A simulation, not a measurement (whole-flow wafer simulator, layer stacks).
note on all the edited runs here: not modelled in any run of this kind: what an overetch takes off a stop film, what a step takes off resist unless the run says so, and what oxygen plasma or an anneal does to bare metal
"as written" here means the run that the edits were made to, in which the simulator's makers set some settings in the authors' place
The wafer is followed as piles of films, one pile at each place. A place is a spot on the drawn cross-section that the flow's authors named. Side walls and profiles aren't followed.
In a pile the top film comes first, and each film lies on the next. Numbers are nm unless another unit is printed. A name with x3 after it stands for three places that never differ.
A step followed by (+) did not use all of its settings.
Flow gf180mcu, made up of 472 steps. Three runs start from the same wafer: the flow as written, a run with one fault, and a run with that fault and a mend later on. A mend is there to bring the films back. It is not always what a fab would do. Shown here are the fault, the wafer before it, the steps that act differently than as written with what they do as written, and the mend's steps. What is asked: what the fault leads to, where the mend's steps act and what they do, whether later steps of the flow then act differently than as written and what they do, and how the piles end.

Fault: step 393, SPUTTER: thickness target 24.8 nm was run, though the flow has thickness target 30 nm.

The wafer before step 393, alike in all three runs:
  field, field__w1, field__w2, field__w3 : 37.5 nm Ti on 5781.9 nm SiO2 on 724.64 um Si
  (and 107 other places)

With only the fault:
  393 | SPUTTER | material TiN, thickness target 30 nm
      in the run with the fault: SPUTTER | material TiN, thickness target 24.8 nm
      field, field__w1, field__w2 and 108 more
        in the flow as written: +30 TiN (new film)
        in the run with the fault: +24.8 TiN (new film)
  Later steps of the flow acting differently than as written (not shown: 2 more steps that differ only slightly, by at most 2% or 0.5 nm, whichever is larger):
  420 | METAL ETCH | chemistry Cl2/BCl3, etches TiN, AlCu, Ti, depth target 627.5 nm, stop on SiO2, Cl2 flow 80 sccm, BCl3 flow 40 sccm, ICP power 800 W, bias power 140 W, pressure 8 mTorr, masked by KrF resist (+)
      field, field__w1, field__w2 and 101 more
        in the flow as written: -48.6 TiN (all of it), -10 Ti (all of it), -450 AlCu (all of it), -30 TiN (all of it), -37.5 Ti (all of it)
        in the run with the fault: -48.6 TiN (all of it), -10 Ti (all of it), -450 AlCu (all of it), -24.8 TiN (all of it), -37.5 Ti (all of it)
  At field__w4, field__w8, contact, m1, m1__w1, mim, mim_1p0, m1_nw, the piles at the end differ from the flow's by more than 2% or 0.5 nm, whichever is larger.
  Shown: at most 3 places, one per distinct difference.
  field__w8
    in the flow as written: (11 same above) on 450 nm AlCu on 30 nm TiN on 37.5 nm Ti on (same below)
    in the run with the fault: (11 same above) on 450 nm AlCu on 24.8 nm TiN on 37.5 nm Ti on (same below)
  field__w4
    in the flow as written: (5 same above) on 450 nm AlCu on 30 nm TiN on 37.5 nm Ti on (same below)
    in the run with the fault: (5 same above) on 450 nm AlCu on 24.8 nm TiN on 37.5 nm Ti on (same below)
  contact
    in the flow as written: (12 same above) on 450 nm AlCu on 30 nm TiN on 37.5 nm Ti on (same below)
    in the run with the fault: (12 same above) on 450 nm AlCu on 24.8 nm TiN on 37.5 nm Ti on (same below)

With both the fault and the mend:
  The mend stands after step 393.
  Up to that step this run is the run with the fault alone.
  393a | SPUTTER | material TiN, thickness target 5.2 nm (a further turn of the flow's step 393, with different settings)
      field, field__w1, field__w2 and 108 more
        +5.2 TiN
  Later steps of the flow that are run all act as written at every place that is followed.
  At every place that both follow, the piles at the end match the flow's.
